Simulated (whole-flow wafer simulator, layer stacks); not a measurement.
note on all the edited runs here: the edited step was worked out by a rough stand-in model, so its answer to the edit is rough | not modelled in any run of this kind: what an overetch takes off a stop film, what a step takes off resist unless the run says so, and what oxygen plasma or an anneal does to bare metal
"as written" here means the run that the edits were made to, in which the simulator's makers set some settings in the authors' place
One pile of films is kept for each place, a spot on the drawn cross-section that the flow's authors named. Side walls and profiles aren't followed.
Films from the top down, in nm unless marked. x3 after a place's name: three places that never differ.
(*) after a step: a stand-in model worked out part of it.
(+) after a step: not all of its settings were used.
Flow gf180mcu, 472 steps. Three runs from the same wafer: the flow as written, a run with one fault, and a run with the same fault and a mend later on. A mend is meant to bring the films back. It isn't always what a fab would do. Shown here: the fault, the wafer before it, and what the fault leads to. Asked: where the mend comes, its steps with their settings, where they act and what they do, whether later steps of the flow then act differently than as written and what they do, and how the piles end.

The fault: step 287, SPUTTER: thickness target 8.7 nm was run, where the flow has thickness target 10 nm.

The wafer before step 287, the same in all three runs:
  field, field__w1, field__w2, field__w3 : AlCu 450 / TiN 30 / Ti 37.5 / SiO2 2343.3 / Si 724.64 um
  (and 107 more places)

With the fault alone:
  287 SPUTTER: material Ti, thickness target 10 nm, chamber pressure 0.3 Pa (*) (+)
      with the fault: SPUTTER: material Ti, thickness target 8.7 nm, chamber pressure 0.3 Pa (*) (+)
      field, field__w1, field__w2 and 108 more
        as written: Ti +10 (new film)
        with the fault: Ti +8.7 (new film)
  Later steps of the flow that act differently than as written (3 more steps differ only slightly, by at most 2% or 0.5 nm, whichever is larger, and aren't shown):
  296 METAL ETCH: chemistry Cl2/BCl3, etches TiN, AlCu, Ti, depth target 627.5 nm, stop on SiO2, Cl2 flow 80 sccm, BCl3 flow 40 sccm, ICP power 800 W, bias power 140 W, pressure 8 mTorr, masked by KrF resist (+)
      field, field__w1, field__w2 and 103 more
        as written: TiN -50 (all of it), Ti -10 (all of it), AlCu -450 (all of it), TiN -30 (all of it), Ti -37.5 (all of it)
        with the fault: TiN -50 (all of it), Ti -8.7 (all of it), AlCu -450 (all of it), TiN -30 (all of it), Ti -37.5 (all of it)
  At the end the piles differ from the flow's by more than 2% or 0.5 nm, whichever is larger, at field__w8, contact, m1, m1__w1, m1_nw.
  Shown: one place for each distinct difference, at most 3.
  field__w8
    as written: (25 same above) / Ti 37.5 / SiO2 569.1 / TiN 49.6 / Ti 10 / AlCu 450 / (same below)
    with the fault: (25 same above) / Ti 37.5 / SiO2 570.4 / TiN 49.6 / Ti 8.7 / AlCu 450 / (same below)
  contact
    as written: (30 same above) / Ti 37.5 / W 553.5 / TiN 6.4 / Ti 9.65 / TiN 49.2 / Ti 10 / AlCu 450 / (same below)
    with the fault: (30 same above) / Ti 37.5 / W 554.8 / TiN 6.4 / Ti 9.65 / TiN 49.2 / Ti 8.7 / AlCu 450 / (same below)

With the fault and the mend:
  The mend comes after step 287.
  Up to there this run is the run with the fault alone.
  287a SPUTTER: material Ti, thickness target 1.3 nm, chamber pressure 0.3 Pa (*) (+) (the flow's step 287 once more, with other settings)
      field, field__w1, field__w2 and 108 more
        Ti +1.3
  No later step of the flow acts differently than as written at any place that is followed.
  At the end the piles are the same as the flow's at every place that both follow.
